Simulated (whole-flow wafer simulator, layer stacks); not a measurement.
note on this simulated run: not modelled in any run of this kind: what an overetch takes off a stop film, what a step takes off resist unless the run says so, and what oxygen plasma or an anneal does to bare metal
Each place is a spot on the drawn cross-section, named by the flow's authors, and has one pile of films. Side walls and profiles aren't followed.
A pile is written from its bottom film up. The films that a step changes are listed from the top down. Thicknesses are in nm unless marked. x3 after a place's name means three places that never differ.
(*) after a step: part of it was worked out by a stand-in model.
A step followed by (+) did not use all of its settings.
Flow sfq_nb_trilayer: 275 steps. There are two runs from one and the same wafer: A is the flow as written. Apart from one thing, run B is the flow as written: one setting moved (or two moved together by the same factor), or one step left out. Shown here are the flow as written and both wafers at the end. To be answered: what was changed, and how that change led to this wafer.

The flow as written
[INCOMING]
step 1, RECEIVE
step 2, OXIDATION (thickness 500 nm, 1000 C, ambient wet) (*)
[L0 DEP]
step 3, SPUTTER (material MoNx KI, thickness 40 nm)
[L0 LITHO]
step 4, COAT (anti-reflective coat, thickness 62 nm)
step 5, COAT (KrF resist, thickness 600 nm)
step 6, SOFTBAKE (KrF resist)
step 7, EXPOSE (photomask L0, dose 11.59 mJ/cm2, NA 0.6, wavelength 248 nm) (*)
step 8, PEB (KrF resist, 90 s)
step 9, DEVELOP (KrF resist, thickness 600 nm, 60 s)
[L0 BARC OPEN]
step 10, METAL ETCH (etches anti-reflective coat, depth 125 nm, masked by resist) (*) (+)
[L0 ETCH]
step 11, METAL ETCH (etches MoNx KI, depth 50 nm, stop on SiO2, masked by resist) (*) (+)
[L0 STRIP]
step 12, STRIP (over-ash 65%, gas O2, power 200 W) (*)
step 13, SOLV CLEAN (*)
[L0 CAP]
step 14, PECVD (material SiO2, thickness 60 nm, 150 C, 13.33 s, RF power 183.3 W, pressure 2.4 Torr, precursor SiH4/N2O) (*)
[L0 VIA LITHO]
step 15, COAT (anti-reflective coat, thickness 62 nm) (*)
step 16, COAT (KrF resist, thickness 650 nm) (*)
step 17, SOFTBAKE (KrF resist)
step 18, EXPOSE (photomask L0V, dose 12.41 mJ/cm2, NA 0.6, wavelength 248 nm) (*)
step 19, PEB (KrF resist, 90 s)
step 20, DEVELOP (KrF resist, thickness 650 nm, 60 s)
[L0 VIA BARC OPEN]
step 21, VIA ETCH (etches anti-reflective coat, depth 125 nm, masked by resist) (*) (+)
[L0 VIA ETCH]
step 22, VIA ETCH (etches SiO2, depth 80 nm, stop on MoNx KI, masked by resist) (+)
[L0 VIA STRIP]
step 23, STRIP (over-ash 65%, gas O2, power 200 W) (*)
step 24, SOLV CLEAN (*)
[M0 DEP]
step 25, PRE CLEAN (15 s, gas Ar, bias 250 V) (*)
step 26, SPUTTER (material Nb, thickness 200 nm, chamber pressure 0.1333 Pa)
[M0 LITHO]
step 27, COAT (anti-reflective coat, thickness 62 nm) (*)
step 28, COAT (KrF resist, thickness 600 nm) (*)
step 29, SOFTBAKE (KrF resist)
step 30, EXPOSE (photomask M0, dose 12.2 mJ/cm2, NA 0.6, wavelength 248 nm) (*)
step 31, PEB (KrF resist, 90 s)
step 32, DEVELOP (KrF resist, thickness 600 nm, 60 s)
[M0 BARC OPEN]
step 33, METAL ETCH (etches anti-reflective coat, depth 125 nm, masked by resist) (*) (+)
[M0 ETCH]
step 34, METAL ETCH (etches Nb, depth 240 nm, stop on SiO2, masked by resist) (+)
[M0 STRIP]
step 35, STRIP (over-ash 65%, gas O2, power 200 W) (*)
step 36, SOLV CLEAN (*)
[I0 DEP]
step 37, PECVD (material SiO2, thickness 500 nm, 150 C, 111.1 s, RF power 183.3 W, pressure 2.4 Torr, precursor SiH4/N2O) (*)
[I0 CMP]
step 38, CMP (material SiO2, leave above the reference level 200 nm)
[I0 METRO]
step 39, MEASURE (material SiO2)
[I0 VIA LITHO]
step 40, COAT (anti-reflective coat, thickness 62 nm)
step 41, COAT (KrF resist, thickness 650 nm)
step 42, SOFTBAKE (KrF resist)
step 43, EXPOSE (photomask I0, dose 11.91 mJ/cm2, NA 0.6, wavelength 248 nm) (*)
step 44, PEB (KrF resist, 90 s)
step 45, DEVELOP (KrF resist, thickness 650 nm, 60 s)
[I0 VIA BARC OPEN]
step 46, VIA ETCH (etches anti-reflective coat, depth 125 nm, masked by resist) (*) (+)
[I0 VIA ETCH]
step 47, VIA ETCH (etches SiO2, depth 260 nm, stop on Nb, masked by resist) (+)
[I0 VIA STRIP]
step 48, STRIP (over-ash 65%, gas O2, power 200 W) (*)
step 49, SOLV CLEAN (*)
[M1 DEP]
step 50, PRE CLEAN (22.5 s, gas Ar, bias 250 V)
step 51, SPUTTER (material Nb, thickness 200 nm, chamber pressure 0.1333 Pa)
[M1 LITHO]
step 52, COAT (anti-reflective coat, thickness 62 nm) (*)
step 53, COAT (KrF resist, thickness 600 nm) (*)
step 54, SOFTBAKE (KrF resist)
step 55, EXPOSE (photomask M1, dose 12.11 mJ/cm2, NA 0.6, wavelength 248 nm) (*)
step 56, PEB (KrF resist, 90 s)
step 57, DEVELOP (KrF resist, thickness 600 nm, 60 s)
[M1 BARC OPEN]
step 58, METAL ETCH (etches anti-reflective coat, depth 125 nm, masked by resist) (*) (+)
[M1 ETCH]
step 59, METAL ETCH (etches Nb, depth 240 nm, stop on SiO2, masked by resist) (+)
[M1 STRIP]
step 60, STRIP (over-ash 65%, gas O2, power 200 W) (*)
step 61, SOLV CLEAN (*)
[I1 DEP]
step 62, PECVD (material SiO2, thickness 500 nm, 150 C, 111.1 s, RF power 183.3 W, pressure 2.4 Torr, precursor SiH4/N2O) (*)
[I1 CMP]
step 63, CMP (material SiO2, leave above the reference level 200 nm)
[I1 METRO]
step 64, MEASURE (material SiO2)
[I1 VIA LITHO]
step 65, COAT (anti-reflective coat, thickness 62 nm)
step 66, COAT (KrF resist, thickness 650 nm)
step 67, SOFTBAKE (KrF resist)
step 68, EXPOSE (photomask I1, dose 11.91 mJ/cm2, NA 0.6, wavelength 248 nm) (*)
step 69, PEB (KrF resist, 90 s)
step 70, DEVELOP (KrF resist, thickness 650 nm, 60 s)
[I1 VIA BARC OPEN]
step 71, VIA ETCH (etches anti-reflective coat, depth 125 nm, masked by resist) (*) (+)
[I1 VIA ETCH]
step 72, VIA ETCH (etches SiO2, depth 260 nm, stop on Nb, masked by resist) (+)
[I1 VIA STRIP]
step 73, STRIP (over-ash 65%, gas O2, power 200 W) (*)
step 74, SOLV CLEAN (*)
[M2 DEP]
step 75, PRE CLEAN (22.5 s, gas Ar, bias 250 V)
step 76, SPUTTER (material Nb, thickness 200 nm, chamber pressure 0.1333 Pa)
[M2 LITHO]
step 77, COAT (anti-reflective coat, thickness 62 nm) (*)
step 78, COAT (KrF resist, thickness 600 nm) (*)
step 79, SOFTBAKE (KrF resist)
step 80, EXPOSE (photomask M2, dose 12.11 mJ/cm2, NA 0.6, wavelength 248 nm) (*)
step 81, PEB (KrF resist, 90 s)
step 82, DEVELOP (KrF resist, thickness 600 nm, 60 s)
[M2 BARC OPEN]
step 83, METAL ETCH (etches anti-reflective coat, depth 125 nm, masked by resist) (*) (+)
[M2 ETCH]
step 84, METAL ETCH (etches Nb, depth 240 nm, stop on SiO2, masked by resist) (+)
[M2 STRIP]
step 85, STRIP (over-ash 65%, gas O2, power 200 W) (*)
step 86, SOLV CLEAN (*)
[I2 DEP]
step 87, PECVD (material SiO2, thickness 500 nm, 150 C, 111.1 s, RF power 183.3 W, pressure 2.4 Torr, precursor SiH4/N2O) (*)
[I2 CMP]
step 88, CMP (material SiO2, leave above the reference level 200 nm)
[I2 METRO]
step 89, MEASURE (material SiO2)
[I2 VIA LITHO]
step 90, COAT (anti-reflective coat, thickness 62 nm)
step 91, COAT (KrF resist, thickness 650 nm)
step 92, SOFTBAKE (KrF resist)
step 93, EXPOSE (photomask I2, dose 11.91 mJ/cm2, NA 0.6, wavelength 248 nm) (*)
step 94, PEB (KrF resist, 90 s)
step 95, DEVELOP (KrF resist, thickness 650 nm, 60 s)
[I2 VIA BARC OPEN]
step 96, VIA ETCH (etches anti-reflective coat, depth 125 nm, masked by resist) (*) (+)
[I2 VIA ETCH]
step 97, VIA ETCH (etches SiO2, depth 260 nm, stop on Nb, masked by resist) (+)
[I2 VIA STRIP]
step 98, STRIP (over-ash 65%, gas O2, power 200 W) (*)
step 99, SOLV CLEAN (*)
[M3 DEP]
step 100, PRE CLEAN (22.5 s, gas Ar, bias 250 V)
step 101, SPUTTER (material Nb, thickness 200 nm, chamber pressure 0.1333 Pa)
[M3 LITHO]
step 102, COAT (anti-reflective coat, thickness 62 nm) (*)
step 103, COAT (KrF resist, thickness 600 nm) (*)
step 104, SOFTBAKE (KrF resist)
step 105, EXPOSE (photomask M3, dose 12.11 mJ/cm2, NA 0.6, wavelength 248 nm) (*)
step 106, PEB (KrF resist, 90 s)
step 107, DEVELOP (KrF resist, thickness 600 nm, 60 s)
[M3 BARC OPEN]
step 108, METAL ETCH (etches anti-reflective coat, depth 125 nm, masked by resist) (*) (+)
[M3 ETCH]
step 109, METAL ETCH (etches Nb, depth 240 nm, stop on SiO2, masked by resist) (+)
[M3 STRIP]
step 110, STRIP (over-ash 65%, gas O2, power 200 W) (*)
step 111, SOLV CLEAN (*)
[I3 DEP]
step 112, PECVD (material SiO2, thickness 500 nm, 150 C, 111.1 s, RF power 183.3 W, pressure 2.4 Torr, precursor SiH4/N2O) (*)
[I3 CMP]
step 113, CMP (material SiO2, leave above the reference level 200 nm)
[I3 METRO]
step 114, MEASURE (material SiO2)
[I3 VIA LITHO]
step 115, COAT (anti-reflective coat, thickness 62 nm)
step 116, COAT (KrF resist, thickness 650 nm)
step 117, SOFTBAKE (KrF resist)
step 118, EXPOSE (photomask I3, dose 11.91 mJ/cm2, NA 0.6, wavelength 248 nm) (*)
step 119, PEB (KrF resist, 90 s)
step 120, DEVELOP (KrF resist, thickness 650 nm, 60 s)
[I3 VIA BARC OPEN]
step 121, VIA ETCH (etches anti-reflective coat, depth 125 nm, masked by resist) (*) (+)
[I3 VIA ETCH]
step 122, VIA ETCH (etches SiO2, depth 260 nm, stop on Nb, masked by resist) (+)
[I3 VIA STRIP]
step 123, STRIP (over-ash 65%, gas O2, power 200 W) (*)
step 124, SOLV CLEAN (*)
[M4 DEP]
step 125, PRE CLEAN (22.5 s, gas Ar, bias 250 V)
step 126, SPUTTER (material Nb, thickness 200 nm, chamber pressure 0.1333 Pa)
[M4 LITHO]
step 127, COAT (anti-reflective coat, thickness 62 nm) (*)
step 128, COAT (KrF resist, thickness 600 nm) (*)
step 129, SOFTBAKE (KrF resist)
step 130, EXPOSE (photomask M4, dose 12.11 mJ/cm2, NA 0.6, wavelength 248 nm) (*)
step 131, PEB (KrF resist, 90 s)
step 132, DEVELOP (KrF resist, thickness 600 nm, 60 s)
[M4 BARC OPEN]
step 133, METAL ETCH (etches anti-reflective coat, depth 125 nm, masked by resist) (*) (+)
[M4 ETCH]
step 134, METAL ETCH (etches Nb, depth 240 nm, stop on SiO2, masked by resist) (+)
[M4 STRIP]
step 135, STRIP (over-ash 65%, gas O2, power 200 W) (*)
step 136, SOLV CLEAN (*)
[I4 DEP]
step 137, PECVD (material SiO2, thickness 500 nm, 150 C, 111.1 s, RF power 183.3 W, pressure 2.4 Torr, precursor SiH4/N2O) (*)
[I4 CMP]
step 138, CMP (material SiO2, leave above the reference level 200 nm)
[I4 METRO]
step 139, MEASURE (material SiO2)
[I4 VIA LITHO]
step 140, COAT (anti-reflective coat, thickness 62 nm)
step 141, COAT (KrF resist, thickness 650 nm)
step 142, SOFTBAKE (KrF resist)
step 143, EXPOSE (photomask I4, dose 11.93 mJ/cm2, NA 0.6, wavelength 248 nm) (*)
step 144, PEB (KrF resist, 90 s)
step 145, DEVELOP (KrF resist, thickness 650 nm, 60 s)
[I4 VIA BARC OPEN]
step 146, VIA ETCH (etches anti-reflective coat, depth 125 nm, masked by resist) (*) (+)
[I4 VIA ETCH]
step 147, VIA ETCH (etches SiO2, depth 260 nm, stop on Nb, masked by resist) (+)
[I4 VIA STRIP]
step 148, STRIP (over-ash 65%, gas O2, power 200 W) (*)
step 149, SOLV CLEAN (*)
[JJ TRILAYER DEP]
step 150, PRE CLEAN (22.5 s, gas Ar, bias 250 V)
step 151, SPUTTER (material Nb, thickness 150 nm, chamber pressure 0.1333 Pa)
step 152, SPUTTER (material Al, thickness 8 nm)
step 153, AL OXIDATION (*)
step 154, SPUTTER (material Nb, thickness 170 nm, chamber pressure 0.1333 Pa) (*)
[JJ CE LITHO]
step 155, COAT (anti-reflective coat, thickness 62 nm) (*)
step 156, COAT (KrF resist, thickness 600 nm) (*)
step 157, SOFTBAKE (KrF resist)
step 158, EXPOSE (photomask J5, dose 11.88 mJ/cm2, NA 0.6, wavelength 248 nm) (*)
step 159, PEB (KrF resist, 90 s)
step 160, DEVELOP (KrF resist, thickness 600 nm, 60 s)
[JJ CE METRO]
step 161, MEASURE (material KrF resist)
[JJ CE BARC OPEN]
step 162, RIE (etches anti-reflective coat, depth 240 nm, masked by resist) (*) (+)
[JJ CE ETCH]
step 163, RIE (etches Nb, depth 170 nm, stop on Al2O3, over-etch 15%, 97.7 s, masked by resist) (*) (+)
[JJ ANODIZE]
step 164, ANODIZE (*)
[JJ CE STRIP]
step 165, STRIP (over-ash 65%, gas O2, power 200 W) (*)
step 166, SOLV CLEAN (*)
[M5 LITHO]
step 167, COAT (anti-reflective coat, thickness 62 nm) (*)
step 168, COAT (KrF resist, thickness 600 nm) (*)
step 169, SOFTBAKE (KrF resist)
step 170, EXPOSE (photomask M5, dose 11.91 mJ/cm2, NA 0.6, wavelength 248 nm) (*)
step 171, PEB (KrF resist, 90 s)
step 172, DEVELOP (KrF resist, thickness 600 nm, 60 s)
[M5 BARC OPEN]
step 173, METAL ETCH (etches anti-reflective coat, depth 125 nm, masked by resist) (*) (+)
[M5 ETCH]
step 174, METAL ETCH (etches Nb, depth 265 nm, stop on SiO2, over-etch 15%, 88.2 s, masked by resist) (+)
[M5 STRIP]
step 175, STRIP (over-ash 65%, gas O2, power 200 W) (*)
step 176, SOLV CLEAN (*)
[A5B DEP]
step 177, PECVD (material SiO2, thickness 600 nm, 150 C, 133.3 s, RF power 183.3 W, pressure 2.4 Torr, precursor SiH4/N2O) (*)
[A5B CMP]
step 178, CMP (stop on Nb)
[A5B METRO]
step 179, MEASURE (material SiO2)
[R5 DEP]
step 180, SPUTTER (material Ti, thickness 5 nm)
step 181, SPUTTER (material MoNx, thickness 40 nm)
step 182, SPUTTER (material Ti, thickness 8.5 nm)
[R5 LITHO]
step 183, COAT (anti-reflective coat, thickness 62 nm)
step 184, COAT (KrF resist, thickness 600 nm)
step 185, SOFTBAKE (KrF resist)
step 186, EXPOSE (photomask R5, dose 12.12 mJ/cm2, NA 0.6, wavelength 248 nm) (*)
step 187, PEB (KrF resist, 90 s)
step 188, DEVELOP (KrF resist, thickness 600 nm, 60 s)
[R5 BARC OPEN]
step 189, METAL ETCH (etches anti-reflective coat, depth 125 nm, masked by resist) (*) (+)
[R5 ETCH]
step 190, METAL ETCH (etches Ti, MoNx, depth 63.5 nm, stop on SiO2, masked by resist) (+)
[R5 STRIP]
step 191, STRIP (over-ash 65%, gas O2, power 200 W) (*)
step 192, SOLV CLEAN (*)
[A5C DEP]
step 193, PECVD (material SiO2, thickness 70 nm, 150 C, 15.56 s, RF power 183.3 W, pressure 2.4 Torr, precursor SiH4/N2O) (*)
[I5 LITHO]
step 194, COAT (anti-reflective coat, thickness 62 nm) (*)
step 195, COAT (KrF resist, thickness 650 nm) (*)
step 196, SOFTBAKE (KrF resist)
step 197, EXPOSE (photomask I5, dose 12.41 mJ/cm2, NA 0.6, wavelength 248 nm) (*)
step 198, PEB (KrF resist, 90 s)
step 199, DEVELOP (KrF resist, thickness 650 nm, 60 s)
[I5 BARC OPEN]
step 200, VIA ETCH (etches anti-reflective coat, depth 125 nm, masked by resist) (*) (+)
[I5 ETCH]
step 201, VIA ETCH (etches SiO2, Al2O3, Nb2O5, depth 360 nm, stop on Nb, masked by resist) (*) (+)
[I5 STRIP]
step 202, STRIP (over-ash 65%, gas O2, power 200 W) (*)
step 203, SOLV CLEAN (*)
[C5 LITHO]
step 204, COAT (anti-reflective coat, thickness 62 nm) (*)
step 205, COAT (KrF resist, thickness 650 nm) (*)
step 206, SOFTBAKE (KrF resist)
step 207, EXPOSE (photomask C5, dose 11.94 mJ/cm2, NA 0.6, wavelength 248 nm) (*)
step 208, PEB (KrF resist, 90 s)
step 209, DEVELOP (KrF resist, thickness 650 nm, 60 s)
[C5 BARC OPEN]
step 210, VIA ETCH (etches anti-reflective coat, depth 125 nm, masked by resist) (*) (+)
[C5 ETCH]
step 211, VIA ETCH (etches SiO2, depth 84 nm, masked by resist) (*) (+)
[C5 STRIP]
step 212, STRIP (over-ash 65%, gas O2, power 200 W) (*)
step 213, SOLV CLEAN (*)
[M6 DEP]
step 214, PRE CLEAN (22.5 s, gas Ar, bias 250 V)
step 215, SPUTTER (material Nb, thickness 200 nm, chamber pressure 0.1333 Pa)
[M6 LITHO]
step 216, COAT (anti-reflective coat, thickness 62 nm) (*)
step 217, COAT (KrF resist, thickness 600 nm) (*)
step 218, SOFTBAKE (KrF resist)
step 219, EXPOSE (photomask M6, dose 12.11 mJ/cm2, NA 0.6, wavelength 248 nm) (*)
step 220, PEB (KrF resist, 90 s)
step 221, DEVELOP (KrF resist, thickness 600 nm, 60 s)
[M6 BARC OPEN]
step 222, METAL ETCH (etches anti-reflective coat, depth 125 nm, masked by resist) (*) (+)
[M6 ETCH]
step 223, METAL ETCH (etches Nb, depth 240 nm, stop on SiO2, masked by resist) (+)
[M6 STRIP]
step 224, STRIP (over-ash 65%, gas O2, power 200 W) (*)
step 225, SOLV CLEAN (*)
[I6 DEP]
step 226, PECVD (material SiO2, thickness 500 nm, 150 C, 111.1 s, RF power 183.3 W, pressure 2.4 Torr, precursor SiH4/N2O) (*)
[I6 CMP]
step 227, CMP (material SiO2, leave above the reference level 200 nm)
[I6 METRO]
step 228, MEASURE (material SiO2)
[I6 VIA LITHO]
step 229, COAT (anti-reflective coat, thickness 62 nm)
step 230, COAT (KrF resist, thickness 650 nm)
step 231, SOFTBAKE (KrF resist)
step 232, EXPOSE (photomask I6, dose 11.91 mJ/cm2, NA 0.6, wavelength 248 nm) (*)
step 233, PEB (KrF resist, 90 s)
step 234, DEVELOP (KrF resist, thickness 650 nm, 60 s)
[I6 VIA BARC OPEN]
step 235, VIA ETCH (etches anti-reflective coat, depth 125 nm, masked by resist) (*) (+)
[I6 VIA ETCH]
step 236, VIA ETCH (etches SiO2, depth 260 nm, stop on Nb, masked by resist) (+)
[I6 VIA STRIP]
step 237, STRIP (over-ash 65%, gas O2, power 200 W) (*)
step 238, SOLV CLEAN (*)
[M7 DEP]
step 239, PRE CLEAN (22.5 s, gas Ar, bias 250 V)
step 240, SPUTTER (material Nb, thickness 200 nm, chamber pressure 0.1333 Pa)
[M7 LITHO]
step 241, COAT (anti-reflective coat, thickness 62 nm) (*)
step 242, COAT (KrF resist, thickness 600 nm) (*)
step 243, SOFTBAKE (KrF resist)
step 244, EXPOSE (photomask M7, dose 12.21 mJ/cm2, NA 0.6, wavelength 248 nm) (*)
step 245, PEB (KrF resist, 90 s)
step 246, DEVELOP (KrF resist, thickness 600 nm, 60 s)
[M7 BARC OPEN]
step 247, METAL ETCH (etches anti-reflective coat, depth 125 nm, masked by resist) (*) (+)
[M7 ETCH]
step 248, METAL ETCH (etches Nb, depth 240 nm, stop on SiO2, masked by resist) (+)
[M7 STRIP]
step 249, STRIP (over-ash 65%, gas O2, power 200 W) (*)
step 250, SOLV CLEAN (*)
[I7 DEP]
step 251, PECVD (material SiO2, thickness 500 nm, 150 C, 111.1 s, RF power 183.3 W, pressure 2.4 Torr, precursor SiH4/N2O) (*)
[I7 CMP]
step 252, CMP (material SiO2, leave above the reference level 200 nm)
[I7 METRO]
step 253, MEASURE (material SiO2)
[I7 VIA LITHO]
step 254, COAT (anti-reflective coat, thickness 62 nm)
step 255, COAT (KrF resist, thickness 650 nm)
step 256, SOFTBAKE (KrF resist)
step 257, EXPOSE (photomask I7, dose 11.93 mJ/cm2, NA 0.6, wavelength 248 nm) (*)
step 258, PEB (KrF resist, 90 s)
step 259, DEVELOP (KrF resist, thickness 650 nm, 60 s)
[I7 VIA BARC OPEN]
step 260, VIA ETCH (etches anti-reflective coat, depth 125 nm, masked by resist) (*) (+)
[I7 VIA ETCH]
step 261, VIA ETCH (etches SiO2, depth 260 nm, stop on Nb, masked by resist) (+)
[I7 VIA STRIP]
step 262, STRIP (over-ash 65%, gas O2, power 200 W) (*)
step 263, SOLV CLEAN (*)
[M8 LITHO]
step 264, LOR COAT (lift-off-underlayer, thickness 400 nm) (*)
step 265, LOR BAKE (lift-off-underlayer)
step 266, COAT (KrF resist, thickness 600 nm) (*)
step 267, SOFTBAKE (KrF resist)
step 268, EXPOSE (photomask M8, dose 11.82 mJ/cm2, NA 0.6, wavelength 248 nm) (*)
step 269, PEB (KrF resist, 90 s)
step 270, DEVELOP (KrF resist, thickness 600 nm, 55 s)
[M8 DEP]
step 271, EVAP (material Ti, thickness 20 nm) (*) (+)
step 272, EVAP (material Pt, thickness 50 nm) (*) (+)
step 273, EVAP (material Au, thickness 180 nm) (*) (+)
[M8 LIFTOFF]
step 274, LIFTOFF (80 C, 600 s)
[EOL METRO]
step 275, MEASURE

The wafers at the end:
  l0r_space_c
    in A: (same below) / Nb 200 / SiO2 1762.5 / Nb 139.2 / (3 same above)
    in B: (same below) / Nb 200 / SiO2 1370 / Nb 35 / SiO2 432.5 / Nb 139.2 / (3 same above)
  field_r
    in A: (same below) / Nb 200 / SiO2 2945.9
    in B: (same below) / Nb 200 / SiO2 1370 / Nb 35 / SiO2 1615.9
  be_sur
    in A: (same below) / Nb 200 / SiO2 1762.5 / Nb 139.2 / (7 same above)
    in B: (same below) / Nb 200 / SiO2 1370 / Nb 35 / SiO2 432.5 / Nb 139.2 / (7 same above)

What caused this: step 126, SPUTTER: thickness 275 nm was run, though the flow has thickness 200 nm.

Step by step, how the change led to this:
  step 126, SPUTTER (material Nb, thickness 200 nm, chamber pressure 0.1333 Pa)
      field_l, v_sur, via_wl and 102 more: A Nb gains 200 (new film) | B Nb gains 275 (new film)
      via_v: A Nb gains 165.5 | B Nb gains 228.6
  step 134, METAL ETCH (etches Nb, depth 240 nm, stop on SiO2, masked by resist) (+)
      field_l, be, be_sur and 64 more: A Nb loses 200 (all of it) | B Nb loses 240
  step 137, PECVD (material SiO2, thickness 500 nm, 150 C, 111.1 s, RF power 183.3 W, pressure 2.4 Torr, precursor SiH4/N2O) (*)
      field_l, be, be_sur and 55 more: A SiO2 gains 500 | B SiO2 gains 500 (new film)
      p3_s0 x6: A SiO2 gains 557.1 | B SiO2 gains 597.1 (new film)
      (as well as at 4 more places)
  step 138, CMP (material SiO2, leave above the reference level 200 nm)
      field_l, be, be_sur and 55 more: A SiO2 loses 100 | B SiO2 loses 60
      lsp_r, l0_sur, l0v: A SiO2 loses 91.9 | B SiO2 loses 50.3
      (as well as at 1 more place)
With metal films that touch counted as one body, l0r_space_c has 3 bodies (between them, from the top down: SiO2 432.5; SiO2 1370); the flow as written gives 2 bodies (between them, from the top down: SiO2 1762.5).
With metal films that touch counted as one body, field_r has 2 bodies (between them, from the top down: SiO2 1370); the flow as written gives 1 body.
With metal films that touch counted as one body, be_sur has 5 bodies (between them, from the top down: SiO2 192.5; SiO2 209 / Al2O3 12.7 / Nb2O5 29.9; SiO2 432.5; SiO2 1370); the flow as written gives 4 bodies (between them, from the top down: SiO2 192.5; SiO2 209 / Al2O3 12.7 / Nb2O5 29.9; SiO2 1762.5).
